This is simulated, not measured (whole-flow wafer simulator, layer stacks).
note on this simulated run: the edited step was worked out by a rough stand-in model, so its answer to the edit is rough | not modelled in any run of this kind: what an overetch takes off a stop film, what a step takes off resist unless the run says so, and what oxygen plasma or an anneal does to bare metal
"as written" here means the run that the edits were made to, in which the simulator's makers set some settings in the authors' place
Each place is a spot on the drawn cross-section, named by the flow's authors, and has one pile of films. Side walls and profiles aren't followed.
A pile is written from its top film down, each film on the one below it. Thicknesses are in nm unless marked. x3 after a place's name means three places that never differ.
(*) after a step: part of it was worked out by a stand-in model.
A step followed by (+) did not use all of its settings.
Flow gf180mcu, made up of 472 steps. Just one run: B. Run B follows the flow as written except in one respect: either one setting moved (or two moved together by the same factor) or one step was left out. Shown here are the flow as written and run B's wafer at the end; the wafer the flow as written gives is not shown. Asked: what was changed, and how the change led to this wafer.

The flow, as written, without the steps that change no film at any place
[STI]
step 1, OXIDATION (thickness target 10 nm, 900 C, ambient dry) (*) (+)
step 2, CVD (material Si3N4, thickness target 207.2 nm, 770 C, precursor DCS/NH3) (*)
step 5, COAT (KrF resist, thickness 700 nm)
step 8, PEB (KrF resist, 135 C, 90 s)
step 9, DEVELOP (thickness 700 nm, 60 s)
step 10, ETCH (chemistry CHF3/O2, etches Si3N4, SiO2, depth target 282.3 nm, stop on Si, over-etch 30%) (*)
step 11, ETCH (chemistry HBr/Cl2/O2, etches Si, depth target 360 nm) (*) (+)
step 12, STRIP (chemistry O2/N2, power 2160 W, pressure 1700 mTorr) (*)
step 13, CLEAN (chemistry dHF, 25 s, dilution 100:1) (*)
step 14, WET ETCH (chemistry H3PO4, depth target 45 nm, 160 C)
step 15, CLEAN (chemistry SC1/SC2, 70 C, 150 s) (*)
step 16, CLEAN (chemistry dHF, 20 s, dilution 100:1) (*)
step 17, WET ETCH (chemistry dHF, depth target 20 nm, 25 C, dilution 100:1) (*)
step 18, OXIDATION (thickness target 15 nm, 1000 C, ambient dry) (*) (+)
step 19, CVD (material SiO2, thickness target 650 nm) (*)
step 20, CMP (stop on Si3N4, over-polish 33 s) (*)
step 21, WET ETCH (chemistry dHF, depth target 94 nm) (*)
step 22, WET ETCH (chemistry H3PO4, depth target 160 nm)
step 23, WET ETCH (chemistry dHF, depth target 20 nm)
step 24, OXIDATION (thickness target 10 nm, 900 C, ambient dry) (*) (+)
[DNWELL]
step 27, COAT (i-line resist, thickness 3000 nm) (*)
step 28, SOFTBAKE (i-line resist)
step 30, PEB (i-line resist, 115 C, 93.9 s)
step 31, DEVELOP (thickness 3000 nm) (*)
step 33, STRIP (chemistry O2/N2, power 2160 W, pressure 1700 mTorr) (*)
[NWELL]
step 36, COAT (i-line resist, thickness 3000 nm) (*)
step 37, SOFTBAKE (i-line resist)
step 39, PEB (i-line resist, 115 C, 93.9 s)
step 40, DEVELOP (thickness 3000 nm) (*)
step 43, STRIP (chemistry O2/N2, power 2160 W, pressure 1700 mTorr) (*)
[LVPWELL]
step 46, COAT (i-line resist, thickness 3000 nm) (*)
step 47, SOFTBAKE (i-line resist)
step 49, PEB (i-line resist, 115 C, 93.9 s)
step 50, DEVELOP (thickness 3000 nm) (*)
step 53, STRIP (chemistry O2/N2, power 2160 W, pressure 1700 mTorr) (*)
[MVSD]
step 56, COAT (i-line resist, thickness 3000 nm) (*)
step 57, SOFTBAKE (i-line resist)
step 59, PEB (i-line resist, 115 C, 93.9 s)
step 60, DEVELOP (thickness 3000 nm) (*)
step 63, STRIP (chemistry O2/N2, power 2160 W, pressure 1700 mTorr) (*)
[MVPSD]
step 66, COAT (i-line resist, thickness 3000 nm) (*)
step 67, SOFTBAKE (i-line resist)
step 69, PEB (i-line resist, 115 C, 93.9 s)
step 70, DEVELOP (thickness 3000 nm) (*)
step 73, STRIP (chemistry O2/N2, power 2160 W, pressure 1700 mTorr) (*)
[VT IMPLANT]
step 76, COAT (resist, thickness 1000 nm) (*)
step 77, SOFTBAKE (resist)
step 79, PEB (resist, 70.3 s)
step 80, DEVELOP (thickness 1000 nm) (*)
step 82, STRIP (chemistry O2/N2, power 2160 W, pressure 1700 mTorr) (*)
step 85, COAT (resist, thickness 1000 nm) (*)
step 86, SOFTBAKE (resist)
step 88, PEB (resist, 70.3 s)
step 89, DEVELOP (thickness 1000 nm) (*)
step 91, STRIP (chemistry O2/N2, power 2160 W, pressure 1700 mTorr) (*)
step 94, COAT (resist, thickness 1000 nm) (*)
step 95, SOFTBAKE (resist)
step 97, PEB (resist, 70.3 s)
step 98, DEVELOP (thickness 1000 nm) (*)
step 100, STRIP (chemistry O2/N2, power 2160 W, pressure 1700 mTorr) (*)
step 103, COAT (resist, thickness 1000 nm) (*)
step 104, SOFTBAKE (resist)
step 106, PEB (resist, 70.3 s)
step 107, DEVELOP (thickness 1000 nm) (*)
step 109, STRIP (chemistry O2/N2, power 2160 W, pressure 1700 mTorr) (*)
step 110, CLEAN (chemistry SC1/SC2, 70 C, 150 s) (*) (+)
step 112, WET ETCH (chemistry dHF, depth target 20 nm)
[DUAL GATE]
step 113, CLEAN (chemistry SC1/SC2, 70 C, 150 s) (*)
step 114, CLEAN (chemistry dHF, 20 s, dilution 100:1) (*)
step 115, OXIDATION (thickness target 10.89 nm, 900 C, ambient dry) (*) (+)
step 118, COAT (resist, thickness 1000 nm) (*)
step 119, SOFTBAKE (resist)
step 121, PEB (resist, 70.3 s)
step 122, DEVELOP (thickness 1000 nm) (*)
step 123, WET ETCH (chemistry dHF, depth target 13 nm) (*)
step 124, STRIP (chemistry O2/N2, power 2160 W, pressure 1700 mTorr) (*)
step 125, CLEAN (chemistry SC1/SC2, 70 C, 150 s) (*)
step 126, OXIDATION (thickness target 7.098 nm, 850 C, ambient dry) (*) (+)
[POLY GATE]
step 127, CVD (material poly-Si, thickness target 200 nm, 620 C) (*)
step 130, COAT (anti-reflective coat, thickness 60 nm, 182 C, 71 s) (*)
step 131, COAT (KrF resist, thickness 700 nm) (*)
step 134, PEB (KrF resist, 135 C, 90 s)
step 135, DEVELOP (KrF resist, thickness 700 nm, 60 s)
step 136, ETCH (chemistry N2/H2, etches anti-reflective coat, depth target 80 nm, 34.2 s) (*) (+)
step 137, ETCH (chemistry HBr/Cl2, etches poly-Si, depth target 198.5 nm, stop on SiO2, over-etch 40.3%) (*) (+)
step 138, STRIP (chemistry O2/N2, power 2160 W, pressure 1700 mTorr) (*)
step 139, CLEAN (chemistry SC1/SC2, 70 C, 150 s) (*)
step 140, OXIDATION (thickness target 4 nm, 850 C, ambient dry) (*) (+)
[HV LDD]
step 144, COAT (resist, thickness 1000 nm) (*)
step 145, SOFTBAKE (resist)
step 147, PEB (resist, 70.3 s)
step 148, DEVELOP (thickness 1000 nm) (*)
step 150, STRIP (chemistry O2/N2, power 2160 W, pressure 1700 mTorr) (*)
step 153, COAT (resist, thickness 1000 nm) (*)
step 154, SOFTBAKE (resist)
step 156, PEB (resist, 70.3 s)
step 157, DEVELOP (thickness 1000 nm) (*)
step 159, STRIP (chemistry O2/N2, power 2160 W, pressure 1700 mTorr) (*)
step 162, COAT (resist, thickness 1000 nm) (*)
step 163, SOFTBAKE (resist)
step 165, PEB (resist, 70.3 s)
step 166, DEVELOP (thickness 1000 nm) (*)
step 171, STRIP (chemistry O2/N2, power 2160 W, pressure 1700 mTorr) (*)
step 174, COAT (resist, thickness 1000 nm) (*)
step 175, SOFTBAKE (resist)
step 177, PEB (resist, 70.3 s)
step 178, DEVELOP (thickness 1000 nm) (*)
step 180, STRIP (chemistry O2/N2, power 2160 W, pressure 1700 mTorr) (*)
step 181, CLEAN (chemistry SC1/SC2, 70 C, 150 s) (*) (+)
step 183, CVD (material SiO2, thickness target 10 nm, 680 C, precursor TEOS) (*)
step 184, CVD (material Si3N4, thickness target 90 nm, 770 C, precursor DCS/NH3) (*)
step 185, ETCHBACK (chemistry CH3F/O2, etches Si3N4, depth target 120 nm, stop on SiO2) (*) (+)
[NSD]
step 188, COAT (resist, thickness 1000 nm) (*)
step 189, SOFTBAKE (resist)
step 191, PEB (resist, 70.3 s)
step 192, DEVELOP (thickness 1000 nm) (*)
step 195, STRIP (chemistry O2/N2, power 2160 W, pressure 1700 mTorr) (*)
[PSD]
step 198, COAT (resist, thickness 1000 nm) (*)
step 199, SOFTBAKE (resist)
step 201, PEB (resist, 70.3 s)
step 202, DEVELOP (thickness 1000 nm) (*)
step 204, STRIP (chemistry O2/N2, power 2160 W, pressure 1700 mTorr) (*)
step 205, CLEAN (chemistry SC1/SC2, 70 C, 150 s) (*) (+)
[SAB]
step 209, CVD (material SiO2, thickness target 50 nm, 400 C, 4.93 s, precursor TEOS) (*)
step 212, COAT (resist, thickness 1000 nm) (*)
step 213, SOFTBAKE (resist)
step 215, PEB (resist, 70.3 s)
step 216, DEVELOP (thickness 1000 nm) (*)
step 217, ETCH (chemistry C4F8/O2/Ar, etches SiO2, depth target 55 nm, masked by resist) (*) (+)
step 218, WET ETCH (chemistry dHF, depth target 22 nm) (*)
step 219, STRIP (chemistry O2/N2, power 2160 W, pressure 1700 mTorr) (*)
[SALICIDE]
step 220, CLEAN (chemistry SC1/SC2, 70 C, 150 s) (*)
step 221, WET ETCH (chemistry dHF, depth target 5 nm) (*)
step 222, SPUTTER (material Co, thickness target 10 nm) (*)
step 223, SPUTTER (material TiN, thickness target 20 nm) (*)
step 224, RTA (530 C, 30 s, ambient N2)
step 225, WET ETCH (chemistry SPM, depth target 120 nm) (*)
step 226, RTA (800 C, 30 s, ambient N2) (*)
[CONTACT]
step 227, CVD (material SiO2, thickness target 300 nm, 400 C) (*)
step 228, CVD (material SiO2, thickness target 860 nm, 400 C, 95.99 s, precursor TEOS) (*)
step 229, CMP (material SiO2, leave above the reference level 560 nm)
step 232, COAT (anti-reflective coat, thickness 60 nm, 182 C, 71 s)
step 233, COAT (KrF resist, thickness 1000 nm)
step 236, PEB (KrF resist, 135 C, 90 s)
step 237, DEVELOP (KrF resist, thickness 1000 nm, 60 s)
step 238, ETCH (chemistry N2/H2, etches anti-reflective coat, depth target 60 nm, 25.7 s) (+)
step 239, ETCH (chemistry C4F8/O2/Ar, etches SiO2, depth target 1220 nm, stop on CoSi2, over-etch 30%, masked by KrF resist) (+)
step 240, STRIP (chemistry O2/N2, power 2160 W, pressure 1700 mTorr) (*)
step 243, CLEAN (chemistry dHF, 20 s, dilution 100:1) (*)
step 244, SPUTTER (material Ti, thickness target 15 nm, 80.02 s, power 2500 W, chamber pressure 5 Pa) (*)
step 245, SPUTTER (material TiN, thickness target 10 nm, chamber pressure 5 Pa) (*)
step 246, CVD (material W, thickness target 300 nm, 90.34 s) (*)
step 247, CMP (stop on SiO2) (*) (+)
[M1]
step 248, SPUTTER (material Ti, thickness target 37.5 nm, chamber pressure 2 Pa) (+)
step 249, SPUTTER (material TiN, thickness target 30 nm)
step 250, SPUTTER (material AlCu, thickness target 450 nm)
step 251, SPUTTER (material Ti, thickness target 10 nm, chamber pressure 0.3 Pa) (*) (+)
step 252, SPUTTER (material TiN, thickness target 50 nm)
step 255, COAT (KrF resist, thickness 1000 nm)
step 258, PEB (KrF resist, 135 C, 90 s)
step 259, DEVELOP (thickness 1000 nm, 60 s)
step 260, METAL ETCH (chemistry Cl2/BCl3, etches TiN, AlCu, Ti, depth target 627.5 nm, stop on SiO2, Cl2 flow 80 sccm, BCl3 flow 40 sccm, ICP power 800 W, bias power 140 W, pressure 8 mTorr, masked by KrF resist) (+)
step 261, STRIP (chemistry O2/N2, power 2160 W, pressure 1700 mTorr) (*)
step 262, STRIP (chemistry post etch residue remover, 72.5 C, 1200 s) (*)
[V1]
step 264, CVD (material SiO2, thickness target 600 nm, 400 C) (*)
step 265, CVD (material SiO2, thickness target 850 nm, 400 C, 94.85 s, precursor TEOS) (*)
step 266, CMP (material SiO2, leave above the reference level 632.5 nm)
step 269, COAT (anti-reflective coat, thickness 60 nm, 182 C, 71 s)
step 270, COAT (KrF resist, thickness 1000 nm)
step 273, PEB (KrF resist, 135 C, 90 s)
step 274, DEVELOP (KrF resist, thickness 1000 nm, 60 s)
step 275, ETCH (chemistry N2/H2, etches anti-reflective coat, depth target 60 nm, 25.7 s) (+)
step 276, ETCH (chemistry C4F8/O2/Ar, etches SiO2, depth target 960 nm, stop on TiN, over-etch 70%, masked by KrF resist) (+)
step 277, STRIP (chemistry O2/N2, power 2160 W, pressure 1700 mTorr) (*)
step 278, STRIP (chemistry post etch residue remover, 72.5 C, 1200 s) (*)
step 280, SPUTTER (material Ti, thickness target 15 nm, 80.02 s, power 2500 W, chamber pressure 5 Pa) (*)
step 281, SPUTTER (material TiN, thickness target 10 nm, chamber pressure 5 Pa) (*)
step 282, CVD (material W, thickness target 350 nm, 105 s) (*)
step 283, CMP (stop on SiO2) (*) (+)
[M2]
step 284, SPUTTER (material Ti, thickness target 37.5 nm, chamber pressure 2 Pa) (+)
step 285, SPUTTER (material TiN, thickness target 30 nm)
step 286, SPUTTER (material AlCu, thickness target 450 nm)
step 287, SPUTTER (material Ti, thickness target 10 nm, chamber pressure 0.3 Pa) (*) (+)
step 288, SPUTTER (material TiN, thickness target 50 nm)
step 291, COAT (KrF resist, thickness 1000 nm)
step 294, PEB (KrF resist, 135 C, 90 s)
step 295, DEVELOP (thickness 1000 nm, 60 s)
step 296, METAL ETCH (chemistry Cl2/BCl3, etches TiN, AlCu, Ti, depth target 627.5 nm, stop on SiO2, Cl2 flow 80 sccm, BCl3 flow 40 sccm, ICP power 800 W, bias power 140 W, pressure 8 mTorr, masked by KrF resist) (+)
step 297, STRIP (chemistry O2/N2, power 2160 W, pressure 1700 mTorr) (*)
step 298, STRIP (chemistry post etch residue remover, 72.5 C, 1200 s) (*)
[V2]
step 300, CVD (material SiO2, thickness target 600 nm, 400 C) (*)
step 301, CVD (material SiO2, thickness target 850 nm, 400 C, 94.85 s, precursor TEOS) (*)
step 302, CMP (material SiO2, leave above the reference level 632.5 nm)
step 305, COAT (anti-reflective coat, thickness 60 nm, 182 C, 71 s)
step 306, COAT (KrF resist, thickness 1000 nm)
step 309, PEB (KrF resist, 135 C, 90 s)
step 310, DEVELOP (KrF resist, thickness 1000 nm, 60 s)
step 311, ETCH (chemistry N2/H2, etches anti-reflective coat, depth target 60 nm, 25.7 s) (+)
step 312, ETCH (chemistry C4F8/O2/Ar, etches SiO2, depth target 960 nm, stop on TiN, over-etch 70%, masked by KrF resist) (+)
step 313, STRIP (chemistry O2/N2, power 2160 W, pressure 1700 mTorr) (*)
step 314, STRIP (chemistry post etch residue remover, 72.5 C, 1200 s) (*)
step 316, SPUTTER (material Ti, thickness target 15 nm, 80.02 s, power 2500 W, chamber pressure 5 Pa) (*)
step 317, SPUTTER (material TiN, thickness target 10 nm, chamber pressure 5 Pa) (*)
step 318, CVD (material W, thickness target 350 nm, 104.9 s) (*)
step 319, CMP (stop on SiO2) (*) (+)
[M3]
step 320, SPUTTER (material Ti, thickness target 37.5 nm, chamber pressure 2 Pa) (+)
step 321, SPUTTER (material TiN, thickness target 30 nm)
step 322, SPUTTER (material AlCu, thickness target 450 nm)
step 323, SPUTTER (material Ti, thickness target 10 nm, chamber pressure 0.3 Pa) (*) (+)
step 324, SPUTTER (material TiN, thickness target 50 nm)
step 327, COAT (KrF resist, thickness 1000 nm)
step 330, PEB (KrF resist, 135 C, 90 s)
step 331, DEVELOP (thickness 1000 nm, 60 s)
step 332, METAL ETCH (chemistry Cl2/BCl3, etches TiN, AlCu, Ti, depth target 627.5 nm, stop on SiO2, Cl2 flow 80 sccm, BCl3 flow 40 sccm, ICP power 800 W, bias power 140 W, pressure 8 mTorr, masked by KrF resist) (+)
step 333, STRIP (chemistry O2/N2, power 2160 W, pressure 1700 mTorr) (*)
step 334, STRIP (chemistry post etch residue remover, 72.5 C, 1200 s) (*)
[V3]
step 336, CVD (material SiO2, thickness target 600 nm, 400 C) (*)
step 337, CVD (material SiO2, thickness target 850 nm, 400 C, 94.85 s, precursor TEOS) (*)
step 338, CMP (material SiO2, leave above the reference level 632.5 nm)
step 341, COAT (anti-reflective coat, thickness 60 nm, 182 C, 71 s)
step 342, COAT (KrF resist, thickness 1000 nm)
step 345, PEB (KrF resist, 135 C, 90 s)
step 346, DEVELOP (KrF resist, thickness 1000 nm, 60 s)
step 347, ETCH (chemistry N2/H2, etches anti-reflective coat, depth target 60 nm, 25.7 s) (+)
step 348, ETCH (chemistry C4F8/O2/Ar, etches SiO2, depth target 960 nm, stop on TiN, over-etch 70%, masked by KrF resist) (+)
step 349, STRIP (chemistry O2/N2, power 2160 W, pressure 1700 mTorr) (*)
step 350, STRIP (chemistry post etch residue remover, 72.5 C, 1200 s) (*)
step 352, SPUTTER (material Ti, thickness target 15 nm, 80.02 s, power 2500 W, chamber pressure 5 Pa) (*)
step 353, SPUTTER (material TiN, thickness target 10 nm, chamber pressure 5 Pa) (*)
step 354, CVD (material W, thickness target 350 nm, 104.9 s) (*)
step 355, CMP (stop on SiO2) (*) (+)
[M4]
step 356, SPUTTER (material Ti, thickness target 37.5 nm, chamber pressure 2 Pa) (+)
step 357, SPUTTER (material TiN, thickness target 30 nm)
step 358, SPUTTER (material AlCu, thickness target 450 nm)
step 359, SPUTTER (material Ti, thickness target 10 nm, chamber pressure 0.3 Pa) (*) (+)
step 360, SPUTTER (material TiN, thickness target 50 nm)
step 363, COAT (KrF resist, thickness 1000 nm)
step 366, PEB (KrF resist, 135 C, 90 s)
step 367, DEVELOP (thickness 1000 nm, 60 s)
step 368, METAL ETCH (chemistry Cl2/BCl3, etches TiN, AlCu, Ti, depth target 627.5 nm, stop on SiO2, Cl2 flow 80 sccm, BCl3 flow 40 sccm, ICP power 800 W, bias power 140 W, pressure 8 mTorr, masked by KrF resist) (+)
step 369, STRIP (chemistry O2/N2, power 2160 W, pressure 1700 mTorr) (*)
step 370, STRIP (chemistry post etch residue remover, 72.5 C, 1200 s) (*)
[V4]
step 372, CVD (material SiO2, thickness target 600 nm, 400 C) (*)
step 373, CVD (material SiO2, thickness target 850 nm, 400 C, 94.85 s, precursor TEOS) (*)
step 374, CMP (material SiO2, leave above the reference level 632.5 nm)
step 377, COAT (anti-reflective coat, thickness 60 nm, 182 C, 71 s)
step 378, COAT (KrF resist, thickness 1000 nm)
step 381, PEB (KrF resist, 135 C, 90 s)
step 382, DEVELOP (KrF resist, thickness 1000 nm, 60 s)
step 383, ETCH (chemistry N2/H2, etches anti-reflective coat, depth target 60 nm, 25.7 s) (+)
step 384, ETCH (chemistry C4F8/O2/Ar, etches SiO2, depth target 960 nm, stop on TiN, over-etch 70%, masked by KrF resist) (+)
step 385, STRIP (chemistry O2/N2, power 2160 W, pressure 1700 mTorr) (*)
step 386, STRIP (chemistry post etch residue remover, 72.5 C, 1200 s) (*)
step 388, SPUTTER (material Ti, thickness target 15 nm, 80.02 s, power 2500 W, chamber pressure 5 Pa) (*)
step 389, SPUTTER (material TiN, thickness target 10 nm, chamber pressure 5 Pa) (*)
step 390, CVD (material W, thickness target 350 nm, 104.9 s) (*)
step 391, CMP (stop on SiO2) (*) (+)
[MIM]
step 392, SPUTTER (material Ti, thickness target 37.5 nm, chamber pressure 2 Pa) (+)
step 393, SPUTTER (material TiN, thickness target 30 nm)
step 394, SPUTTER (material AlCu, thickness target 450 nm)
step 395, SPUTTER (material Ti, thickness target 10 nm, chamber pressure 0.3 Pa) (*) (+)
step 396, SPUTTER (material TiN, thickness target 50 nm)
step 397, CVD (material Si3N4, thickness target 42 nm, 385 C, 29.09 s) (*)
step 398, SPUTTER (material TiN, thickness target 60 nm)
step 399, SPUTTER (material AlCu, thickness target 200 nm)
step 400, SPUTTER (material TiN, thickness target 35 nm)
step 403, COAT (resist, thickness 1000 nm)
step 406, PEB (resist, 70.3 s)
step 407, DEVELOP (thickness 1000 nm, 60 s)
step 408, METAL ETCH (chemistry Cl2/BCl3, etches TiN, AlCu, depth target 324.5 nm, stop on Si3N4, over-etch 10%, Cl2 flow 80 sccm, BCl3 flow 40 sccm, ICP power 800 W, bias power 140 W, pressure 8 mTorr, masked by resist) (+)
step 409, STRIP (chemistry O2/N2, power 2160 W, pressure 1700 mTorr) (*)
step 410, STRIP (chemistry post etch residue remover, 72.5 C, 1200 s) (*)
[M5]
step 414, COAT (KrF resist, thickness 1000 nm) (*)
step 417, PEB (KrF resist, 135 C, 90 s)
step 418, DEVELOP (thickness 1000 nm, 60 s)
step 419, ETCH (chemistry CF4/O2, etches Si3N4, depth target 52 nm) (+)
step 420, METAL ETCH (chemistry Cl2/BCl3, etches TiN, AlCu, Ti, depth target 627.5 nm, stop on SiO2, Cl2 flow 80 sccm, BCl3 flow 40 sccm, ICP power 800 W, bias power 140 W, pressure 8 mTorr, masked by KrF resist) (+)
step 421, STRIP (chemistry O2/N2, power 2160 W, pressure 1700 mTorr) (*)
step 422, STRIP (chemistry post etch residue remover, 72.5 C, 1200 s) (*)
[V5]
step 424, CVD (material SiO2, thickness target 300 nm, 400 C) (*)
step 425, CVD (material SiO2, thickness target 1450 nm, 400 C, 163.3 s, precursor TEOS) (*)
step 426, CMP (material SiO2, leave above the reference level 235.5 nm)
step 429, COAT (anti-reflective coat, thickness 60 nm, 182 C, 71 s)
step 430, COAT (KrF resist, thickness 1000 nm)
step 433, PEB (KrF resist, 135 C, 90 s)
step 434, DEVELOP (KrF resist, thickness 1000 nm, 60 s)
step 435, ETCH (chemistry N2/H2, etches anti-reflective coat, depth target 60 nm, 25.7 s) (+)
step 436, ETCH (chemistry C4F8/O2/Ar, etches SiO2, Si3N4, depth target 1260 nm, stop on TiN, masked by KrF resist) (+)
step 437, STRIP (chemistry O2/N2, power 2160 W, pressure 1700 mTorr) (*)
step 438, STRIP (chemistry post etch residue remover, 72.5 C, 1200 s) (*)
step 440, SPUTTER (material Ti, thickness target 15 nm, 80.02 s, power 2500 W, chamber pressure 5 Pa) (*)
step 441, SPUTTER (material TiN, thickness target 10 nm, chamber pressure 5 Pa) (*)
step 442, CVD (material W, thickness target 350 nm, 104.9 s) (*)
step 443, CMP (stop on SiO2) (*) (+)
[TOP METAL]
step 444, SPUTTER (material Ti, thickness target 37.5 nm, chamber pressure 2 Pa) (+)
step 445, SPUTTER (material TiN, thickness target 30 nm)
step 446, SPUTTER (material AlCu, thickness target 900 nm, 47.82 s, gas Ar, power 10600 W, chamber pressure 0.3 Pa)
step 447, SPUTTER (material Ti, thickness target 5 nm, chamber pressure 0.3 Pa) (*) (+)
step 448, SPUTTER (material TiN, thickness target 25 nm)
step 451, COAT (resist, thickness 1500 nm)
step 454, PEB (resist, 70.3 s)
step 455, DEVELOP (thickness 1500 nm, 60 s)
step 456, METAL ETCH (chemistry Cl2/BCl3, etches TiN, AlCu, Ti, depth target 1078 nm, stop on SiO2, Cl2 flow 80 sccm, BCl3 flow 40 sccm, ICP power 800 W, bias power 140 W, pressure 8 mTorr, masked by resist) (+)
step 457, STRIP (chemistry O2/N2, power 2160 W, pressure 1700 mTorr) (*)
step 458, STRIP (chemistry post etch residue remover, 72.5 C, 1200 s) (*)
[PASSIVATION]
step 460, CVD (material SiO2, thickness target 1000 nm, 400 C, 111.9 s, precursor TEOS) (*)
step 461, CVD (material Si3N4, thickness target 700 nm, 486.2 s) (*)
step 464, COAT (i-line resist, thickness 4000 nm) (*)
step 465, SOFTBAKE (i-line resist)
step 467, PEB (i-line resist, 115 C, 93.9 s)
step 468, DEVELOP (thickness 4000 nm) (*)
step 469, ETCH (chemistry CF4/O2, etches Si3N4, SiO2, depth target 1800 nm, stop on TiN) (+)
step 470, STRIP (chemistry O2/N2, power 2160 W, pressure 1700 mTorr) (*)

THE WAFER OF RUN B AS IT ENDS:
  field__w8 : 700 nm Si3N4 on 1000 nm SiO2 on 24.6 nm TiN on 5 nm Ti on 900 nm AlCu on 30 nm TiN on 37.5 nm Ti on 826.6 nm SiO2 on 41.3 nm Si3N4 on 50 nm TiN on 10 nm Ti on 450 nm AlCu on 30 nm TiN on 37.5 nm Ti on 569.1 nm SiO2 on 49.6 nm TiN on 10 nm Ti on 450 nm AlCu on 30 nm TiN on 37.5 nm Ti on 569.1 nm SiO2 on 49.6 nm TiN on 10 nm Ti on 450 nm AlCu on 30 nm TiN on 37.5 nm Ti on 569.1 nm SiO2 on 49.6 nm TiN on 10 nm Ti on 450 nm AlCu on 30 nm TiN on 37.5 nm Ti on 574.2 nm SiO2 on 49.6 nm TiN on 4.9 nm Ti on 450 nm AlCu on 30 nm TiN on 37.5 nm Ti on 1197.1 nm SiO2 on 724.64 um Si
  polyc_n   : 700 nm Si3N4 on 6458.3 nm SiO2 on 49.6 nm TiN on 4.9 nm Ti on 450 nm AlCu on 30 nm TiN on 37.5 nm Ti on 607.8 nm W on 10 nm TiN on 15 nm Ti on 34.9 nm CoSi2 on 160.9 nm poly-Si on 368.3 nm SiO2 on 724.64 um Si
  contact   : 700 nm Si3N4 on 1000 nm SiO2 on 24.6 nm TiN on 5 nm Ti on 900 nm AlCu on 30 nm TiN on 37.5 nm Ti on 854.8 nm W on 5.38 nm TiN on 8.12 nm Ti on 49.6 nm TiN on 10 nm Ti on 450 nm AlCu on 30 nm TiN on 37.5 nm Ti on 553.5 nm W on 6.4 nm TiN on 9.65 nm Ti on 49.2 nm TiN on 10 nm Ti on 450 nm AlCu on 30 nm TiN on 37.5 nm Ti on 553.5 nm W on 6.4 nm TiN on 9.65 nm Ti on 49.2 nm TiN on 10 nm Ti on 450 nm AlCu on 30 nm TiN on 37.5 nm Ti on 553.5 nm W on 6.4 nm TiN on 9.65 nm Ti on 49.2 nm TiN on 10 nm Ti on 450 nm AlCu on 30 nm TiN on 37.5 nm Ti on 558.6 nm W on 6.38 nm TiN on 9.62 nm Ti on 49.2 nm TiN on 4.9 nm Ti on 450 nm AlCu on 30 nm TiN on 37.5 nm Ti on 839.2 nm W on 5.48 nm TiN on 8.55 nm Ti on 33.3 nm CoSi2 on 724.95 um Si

Cause: step 251, SPUTTER: thickness target 4.9 nm was run, while the flow as written has thickness target 10 nm.
One can read it off the wafer: field__w8 has Ti 4.9, and step 251 as written asks for 10 nm.

The path from the change to this, step by step:
  step 251, SPUTTER (material Ti, thickness target 10 nm, chamber pressure 0.3 Pa) (*) (+)
      field, field__w1, field__w2 and 108 more: Ti gains 4.9 (new film) (in the flow as written it would be: Ti gains 10 (new film))
  step 260, METAL ETCH (chemistry Cl2/BCl3, etches TiN, AlCu, Ti, depth target 627.5 nm, stop on SiO2, Cl2 flow 80 sccm, BCl3 flow 40 sccm, ICP power 800 W, bias power 140 W, pressure 8 mTorr, masked by KrF resist) (+)
      field, field__w1, field__w2 and 99 more: TiN loses 50 (all of it), Ti loses 4.9 (all of it), AlCu loses 450 (all of it), TiN loses 30 (all of it), Ti loses 37.5 (all of it) (in the flow as written it would be: TiN loses 50 (all of it), Ti loses 10 (all of it), AlCu loses 450 (all of it), TiN loses 30 (all of it), Ti loses 37.5 (all of it))
